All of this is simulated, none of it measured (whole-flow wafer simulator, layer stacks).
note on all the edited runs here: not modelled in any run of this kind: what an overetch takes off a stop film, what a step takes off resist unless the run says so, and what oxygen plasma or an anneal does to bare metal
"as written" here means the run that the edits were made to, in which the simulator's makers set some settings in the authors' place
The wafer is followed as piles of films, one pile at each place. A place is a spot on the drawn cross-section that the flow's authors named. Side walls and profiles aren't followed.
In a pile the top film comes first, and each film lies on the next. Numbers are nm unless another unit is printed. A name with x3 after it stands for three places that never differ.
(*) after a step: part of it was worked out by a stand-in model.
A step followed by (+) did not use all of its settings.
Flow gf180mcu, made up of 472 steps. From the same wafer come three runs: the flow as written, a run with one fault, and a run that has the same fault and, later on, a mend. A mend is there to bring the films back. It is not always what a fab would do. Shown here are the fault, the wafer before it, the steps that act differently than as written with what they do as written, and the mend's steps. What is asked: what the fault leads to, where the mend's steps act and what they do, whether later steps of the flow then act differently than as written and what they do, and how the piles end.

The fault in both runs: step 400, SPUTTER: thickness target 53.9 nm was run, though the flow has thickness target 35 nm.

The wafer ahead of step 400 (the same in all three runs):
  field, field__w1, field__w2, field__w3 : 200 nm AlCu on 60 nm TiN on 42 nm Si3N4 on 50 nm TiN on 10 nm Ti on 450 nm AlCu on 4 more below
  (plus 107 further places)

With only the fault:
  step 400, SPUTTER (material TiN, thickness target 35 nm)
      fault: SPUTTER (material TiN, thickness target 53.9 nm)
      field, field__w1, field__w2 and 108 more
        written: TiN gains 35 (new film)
        fault: TiN gains 53.9 (new film)
  Steps further on in the flow that do not act as written (6 other steps are not shown; they differ only slightly, by no more than 2% or 0.5 nm, whichever is larger):
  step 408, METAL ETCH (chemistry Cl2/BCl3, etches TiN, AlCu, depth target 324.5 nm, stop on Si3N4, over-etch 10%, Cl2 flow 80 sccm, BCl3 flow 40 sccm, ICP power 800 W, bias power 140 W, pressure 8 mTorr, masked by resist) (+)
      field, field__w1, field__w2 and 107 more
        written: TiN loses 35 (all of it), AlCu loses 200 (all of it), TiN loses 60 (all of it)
        fault: TiN loses 53.9 (all of it), AlCu loses 200 (all of it), TiN loses 60 (all of it)
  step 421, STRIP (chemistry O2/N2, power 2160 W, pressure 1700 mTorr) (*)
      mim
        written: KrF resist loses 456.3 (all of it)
        fault: KrF resist loses 442.2 (all of it)
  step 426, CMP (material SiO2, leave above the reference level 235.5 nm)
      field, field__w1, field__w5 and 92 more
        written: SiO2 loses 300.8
        fault: SiO2 loses 281.9
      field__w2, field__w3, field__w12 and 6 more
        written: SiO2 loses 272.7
        fault: SiO2 loses 253.8
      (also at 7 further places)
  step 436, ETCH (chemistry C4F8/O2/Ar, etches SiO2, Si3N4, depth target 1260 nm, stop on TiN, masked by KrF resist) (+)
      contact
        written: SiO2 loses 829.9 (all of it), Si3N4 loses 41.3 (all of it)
        fault: SiO2 loses 848.8 (all of it), Si3N4 loses 41.3 (all of it)
  The piles end different from the flow's at field__w8, contact, m1, m1__w1, mim, m1_nw by more than 2% or 0.5 nm, whichever is larger.
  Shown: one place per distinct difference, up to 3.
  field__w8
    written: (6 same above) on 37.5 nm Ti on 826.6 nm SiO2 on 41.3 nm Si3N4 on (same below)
    fault: (6 same above) on 37.5 nm Ti on 845.5 nm SiO2 on 41.3 nm Si3N4 on (same below)
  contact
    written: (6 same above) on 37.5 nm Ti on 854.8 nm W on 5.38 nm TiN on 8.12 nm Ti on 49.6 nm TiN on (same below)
    fault: (6 same above) on 37.5 nm Ti on 873.8 nm W on 5.32 nm TiN on 8.03 nm Ti on 49.6 nm TiN on (same below)
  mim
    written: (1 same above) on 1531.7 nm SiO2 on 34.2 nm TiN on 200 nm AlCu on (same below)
    fault: (1 same above) on 1531.7 nm SiO2 on 53.1 nm TiN on 200 nm AlCu on (same below)

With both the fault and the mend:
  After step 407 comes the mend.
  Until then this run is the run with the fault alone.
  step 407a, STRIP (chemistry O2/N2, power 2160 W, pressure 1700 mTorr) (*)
      mim
        resist loses 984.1 (all of it)
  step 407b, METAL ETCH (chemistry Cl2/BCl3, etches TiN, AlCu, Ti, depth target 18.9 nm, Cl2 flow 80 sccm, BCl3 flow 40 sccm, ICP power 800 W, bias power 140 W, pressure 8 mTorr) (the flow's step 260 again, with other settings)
      field, field__w1, field__w2 and 108 more
        TiN loses 18.9
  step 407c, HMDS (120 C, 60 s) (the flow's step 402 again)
      does not change any film at any place that is followed
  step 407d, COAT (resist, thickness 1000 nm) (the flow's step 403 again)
      field, field__w1, field__w2 and 108 more
        resist gains 1000 (new film)
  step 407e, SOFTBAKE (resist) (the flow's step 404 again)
      does not change any film at any place that is followed
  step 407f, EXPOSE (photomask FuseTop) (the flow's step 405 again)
      does not change any film at any place that is followed
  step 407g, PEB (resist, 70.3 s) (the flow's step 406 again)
      field, field__w1, field__w2 and 108 more
        resist loses 15.9
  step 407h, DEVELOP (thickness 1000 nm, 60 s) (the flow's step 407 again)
      field, field__w1, field__w2 and 107 more
        resist loses 984.1 (all of it)
  Later steps of the flow that are run all act as written at every place that is followed.
  By the end, the piles equal the flow's at every place that both follow.
